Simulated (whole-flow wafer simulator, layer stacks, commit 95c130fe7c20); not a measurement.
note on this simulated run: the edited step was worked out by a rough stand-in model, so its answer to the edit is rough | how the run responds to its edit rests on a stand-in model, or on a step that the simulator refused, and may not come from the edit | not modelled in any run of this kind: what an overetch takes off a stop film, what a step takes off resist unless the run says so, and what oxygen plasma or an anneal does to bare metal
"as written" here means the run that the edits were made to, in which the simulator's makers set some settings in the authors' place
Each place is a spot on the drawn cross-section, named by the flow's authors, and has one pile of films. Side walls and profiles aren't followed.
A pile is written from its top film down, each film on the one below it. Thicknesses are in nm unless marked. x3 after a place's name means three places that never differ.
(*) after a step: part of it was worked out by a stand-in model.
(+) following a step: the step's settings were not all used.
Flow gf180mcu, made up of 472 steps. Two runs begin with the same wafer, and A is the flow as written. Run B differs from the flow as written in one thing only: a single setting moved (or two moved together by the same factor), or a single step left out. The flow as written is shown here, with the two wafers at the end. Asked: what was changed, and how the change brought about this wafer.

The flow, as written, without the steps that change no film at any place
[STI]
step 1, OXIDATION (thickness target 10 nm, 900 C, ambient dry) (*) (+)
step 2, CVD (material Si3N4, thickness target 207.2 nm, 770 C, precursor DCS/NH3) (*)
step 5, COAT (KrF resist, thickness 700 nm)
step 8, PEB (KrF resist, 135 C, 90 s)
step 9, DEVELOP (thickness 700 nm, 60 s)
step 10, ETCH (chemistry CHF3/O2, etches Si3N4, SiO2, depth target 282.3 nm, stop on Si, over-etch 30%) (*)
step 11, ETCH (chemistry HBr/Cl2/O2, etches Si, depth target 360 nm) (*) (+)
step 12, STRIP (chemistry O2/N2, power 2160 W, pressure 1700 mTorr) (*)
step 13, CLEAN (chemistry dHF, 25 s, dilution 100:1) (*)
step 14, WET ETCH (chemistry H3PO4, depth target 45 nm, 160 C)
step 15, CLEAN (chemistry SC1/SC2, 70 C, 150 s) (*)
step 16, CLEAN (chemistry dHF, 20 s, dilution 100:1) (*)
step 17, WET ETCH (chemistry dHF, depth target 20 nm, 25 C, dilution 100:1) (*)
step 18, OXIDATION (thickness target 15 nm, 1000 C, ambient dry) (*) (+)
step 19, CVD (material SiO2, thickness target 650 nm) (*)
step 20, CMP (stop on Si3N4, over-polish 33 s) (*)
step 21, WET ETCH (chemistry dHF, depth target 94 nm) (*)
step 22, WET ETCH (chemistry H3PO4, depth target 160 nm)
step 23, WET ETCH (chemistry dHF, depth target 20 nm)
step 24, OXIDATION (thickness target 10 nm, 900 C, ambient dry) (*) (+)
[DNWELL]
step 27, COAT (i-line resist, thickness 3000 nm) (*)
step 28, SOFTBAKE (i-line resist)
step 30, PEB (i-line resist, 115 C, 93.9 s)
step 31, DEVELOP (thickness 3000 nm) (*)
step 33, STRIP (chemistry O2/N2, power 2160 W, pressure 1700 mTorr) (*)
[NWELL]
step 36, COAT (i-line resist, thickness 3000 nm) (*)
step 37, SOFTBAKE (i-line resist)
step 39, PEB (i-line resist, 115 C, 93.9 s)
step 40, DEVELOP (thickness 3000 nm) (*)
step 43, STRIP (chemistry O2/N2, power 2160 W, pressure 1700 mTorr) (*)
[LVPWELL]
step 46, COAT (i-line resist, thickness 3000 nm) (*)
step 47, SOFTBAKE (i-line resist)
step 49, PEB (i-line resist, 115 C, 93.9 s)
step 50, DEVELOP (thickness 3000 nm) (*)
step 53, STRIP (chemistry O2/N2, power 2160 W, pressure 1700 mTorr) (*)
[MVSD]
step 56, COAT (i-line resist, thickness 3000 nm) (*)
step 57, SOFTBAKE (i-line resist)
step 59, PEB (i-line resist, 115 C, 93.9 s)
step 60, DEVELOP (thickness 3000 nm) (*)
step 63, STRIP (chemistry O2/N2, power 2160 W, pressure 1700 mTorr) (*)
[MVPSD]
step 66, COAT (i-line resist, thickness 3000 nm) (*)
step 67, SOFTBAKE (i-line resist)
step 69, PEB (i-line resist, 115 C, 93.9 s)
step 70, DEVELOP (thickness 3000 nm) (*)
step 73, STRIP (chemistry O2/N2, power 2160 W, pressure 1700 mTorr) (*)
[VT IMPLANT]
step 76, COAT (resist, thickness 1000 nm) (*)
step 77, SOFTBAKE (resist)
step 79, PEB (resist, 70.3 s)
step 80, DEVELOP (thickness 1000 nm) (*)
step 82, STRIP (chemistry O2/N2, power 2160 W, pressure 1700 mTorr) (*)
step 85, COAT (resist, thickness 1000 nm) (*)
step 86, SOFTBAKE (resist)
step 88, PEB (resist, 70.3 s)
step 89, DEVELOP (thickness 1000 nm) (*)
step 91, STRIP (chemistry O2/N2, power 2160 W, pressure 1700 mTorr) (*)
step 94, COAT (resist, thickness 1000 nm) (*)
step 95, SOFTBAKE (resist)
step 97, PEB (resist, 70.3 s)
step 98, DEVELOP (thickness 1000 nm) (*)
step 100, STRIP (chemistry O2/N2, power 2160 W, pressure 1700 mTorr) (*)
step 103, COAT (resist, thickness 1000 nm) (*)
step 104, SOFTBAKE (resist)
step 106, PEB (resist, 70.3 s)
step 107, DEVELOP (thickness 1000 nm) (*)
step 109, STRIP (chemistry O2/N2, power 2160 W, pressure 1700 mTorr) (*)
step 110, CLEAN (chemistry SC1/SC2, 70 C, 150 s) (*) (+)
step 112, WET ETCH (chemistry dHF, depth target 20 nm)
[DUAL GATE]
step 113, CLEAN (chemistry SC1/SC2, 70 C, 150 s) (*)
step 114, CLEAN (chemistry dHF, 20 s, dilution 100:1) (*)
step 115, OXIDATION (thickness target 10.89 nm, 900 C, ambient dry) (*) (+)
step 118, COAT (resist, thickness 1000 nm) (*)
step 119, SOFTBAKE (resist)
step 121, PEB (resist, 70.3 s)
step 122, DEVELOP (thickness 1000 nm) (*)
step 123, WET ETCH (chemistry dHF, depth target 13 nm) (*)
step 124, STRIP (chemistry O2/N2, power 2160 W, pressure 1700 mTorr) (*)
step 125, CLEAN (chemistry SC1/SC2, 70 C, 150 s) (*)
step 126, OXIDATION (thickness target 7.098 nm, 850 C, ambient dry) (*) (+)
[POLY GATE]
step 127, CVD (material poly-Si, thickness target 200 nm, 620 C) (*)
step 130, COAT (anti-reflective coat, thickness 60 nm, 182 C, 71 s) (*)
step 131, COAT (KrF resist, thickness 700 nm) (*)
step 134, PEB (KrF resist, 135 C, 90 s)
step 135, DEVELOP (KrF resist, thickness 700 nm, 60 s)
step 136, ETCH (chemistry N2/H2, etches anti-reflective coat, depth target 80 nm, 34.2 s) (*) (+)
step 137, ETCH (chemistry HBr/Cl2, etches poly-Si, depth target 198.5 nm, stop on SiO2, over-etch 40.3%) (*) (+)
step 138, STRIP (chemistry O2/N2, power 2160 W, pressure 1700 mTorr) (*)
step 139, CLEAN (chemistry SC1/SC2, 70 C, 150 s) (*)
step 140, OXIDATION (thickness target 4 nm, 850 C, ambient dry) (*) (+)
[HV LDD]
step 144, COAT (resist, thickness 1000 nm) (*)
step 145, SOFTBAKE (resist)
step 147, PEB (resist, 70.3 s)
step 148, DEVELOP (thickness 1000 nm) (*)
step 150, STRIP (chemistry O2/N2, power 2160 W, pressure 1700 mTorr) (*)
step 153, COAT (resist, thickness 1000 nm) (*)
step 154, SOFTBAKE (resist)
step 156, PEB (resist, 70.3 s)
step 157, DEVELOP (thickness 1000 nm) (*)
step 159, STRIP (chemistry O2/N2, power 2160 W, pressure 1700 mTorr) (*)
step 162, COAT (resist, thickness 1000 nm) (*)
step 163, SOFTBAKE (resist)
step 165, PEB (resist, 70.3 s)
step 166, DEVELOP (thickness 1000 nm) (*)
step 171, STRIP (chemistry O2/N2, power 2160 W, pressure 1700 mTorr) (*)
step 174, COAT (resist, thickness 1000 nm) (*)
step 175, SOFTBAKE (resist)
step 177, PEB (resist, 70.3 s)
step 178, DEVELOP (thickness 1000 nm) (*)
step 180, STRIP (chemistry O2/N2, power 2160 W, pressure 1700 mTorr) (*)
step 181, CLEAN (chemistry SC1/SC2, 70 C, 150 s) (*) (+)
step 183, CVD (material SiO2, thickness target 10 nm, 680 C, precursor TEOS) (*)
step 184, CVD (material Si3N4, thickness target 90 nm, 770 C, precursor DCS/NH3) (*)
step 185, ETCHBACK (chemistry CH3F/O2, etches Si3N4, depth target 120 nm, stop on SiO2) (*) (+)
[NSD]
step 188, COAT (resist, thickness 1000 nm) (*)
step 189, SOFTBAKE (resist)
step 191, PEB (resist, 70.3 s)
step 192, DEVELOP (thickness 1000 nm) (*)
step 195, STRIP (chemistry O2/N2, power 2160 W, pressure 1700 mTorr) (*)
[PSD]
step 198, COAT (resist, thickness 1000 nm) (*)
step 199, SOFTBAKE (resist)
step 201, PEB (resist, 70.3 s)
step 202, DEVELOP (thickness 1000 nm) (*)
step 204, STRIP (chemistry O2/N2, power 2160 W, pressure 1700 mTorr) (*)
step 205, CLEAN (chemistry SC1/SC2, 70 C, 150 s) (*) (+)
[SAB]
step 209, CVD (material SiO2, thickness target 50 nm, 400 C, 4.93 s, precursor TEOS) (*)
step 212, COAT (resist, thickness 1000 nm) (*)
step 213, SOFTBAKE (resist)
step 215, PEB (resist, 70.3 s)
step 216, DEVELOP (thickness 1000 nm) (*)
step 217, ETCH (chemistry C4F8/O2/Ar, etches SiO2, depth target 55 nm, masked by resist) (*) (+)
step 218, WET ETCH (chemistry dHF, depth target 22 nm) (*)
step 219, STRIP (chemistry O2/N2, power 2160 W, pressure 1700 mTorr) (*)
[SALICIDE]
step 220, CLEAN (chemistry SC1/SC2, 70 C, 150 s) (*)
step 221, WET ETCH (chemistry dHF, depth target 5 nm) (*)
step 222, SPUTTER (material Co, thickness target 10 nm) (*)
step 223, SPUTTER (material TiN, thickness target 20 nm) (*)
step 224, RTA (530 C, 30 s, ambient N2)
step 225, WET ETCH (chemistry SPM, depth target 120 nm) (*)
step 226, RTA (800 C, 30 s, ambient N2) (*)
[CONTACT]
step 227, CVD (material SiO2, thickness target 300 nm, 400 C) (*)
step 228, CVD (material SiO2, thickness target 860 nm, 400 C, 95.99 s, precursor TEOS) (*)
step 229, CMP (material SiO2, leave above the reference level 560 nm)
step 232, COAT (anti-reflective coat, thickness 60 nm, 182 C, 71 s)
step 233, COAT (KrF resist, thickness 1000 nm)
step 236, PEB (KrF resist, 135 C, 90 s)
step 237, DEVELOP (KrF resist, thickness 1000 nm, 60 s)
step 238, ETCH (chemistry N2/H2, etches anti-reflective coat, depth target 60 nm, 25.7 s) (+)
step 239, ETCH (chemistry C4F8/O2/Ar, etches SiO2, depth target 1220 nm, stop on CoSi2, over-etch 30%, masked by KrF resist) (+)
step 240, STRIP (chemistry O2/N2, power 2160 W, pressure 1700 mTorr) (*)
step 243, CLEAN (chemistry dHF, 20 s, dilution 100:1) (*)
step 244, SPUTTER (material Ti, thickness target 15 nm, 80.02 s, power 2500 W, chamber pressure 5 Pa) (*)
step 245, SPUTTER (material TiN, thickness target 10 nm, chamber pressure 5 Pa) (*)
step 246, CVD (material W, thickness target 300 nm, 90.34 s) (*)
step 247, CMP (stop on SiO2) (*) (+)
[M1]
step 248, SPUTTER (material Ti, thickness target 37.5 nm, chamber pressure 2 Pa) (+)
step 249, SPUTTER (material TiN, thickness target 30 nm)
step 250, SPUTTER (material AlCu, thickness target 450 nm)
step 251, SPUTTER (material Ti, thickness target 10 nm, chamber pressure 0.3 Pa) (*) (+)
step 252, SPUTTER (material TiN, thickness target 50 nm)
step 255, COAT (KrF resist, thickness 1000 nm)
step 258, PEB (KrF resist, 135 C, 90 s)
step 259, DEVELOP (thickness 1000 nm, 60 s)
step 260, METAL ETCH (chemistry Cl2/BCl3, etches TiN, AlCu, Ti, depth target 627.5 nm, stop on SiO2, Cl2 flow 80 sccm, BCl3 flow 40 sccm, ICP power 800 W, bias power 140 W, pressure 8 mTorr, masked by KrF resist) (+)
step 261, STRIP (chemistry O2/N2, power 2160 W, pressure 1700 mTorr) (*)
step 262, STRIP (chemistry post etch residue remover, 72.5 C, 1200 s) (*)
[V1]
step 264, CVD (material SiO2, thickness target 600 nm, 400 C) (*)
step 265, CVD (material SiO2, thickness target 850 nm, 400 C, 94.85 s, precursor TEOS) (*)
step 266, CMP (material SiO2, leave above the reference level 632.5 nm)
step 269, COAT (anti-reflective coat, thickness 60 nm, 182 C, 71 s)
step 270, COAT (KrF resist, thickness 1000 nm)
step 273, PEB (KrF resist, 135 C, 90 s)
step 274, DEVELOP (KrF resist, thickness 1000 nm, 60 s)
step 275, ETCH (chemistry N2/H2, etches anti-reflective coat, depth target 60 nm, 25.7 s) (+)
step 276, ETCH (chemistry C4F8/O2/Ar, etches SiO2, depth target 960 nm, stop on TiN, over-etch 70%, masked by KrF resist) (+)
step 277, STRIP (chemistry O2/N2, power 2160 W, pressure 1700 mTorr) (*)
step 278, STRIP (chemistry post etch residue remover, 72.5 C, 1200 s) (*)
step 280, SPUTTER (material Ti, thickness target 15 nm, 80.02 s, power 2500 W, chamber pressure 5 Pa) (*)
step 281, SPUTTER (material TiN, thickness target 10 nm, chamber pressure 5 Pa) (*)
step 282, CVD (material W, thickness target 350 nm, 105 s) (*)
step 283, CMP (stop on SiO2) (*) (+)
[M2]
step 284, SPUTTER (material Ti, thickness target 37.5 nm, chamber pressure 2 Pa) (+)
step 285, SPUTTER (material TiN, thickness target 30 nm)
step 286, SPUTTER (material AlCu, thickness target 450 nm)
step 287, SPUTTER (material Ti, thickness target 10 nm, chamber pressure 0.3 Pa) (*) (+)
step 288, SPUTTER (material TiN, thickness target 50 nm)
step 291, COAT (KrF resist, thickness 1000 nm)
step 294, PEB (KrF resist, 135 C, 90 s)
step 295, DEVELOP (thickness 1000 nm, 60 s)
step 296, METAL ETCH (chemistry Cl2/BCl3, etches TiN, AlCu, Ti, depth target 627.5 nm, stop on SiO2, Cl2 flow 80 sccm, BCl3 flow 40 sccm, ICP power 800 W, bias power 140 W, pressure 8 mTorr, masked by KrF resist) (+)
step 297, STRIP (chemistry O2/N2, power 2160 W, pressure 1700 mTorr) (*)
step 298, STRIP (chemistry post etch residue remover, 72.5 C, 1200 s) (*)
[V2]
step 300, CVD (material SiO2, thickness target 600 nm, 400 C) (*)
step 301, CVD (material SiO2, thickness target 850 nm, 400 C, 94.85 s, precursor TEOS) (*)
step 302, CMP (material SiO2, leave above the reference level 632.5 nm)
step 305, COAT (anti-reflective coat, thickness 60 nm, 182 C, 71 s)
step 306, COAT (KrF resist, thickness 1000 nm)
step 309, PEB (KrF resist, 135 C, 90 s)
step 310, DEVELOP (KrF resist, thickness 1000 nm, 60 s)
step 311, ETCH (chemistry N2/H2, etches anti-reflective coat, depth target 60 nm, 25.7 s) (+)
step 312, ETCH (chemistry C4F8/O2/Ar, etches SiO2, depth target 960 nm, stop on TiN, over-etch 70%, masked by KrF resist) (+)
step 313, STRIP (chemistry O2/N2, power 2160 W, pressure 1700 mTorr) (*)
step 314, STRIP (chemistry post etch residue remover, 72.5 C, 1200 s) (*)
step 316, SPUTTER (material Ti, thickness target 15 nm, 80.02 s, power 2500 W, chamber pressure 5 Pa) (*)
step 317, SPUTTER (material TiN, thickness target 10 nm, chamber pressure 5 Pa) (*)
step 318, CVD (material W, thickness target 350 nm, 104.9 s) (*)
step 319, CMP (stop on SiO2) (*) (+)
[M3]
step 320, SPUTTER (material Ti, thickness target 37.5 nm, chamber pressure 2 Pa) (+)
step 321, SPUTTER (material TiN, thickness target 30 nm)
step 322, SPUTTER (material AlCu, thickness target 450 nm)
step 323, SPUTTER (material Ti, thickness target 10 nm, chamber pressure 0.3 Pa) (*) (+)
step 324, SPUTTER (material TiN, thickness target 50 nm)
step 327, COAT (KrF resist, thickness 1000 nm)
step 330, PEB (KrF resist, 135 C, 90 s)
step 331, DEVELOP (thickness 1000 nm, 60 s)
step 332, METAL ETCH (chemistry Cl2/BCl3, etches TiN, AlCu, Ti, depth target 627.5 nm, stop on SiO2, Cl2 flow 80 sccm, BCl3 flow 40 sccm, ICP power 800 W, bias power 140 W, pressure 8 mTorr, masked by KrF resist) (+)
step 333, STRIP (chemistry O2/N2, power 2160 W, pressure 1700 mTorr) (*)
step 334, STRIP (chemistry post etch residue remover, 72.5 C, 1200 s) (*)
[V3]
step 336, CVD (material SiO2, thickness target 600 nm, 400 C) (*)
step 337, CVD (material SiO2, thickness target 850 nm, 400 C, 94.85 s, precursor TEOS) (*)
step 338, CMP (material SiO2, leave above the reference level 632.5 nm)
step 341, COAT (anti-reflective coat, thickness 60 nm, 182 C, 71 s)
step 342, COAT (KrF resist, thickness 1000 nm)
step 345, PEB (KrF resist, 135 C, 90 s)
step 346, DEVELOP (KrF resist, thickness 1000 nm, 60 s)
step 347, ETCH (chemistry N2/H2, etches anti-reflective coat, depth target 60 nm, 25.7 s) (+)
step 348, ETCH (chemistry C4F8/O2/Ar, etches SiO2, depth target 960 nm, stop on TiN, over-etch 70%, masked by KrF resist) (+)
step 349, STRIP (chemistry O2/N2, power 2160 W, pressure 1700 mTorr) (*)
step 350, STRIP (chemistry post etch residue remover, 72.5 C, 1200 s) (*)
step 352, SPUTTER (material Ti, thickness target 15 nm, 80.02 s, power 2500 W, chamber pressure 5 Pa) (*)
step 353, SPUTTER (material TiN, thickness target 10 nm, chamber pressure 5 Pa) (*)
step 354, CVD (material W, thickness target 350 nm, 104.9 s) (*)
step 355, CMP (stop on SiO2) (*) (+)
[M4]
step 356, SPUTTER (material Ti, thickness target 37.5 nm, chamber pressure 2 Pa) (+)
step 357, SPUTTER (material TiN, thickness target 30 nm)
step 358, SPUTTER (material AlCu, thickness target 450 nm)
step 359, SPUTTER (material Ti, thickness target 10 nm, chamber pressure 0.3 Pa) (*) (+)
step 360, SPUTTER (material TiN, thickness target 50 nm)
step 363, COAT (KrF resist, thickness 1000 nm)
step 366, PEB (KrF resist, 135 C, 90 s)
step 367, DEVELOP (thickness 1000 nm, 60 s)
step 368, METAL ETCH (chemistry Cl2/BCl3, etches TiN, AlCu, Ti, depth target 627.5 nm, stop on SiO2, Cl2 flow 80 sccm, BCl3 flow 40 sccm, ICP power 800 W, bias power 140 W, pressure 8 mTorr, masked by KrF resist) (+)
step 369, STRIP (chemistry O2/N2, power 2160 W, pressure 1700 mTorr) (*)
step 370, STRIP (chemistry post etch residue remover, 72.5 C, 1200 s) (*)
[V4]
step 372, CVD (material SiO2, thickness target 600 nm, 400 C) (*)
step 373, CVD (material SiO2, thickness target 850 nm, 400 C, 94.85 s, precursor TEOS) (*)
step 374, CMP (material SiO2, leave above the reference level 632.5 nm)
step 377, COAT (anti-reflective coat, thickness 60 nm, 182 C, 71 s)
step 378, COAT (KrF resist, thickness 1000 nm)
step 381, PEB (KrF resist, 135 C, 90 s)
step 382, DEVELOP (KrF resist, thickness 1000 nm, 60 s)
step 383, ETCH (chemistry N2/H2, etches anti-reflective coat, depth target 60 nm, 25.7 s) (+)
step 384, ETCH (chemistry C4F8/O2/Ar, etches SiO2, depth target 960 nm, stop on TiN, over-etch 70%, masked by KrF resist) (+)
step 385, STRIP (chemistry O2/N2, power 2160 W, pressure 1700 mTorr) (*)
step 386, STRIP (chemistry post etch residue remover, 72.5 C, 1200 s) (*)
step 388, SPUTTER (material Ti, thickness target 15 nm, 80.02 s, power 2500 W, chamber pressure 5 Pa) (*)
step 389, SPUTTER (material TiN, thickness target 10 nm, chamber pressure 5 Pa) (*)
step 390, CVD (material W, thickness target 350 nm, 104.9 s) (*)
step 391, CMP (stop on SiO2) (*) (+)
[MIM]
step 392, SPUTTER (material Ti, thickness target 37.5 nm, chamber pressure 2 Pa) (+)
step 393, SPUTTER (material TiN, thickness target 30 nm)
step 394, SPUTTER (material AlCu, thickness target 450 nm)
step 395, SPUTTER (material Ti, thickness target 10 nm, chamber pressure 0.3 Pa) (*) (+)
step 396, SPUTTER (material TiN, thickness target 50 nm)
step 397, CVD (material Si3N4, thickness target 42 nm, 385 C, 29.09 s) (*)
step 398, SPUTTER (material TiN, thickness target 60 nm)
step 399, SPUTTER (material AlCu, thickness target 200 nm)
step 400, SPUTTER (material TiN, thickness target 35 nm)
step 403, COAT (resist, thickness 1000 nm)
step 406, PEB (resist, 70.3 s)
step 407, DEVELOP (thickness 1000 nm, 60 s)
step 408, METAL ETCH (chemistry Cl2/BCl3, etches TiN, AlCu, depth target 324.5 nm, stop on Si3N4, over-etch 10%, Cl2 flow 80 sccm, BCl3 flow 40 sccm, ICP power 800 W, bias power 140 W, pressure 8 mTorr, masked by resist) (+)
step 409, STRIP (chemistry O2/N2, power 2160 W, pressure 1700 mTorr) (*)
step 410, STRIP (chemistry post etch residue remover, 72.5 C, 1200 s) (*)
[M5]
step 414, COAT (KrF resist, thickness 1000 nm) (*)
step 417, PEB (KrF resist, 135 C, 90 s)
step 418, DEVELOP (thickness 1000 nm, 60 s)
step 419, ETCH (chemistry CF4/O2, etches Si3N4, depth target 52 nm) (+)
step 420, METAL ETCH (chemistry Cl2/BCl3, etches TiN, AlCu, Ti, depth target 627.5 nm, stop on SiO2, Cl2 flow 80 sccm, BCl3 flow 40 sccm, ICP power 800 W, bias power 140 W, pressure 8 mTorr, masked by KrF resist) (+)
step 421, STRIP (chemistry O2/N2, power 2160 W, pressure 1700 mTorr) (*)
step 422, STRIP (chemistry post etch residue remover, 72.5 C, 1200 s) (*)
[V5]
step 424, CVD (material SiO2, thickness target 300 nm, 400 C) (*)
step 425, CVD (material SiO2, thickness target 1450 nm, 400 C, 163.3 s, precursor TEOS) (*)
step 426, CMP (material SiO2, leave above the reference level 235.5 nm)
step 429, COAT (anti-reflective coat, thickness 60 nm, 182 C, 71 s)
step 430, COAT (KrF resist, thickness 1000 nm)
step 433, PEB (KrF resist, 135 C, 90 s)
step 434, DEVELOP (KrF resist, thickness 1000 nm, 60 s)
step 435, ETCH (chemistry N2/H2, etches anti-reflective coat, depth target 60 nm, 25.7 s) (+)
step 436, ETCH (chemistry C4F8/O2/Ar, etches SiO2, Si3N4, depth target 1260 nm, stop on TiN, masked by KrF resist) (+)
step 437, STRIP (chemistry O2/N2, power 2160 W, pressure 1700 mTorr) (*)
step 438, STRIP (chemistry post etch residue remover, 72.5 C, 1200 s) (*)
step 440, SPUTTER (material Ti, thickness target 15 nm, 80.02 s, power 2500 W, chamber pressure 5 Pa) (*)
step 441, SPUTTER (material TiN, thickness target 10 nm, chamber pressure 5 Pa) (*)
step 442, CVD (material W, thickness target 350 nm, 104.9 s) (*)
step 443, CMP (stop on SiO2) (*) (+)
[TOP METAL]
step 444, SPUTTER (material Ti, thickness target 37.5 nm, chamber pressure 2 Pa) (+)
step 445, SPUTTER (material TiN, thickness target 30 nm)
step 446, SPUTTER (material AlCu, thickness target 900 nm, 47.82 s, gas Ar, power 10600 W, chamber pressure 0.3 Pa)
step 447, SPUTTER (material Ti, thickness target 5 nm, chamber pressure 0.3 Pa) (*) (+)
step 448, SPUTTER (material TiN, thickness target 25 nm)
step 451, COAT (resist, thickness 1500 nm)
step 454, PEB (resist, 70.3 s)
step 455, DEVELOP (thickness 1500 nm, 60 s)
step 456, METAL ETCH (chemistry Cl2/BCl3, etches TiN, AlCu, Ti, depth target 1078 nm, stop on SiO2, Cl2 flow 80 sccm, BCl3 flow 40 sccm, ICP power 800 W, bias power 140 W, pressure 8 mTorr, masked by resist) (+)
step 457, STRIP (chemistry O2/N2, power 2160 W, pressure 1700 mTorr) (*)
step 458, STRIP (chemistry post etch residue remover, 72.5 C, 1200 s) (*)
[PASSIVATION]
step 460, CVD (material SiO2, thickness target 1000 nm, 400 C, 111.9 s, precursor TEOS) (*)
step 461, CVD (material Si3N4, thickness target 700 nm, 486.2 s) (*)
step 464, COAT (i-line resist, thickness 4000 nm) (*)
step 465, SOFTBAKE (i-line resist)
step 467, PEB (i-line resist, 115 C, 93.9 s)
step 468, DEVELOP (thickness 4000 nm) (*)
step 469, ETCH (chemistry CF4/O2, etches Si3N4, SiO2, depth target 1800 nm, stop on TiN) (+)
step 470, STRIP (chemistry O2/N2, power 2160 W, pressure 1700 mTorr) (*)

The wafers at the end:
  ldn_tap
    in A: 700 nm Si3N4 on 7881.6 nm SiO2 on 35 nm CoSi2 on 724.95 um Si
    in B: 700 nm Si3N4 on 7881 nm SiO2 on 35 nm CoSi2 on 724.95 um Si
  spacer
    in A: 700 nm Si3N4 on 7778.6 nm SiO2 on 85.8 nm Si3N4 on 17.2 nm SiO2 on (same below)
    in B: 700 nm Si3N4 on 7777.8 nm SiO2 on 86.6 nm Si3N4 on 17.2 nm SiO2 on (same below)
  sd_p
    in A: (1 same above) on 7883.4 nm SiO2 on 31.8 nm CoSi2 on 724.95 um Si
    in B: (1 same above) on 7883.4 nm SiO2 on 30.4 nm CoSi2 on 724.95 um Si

The reason: step 209, CVD: thickness target 78.5 nm was run, though the flow has thickness target 50 nm; step 209, CVD: 7.74 s was run, where the flow has 4.93 s.

The path from the change to this, step by step:
  step 209, CVD (material SiO2, thickness target 50 nm, 400 C, 4.93 s, precursor TEOS) (*)
      field, field__w7, field__w8 and 73 more: A SiO2 gains 50 | B SiO2 gains 77.4
      field_sub, field_sub__w2, ld_drn_n, ld_sd_p: A SiO2 gains 48.8 | B SiO2 gains 75.6
      (as well as at 29 more places)
  step 217, ETCH (chemistry C4F8/O2/Ar, etches SiO2, depth target 55 nm, masked by resist) (*) (+)
      spacer: A SiO2 loses 50 (all of it), Si3N4 loses 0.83 | B SiO2 loses 55
  step 218, WET ETCH (chemistry dHF, depth target 22 nm) (*)
      ldn_tap, ldn_src, ldn_drn, ldp_tap, ldp_src, ldp_drn, ldp_gr: A SiO2 loses 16 (all of it) | B SiO2 loses 40.5
      ld_drn_n, ld_sd_p: A SiO2 loses 14.8 (all of it) | B SiO2 loses 39.1
      (as well as at 91 more places)
  step 219, STRIP (chemistry O2/N2, power 2160 W, pressure 1700 mTorr) (*)
      active_hv, active_nat, ld_sd_n and 11 more: A chemical SiO2 gains 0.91 (new film), Si loses 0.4 | B nothing
  step 221, WET ETCH (chemistry dHF, depth target 5 nm) (*)
      ldn_tap, ldp_src, ldp_drn, ldp_gr: A chemical SiO2 loses 0.76 (all of it) | B SiO2 loses 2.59 (all of it)
      ldn_src, ldn_drn, ldp_tap: A chemical SiO2 loses 0.76 (all of it) | B SiO2 loses 2.58 (all of it)
      (as well as at 7 more places)
  step 223, SPUTTER (material TiN, thickness target 20 nm) (*)
      field__w12: A TiN gains 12 (new film) | B TiN gains 12.7 (new film)
      sd_p: A TiN gains 17.9 (new film) | B TiN gains 17 (new film)
      (as well as at 1 more place)
  step 224, RTA (530 C, 30 s, ambient N2)
      sd_p: A under 1 film: CoSi gains 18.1 (new film), Co loses 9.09 (all of it), Si loses 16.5 | B under 1 film: CoSi gains 17.3 (new film), Co loses 8.68 (all of it), Si loses 15.7
  step 225, WET ETCH (chemistry SPM, depth target 120 nm) (*)
      field__w12: A TiN loses 12 (all of it), Co loses 6.15 (all of it) | B TiN loses 12.7 (all of it), Co loses 6.46 (all of it)
      sd_p: A TiN loses 17.9 (all of it) | B TiN loses 17 (all of it)
      (as well as at 1 more place)
  step 226, RTA (800 C, 30 s, ambient N2) (*)
      sd_p: A CoSi2 gains 31.8 (new film), CoSi loses 18.1 (all of it), Si loses 16.5 | B CoSi2 gains 30.4 (new film), CoSi loses 17.3 (all of it), Si loses 15.7
  step 229, CMP (material SiO2, leave above the reference level 560 nm)
      ldn_sep__w1, ldn_sep__w2, ldn_dft and 8 more: A SiO2 loses 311 | B SiO2 loses 321.4
      sti, mim_1p0, pad, dice_street, iso_nw_fld, iso_fld_sub: A SiO2 loses 296.8 | B SiO2 loses 307.2
      (as well as at 45 more places)
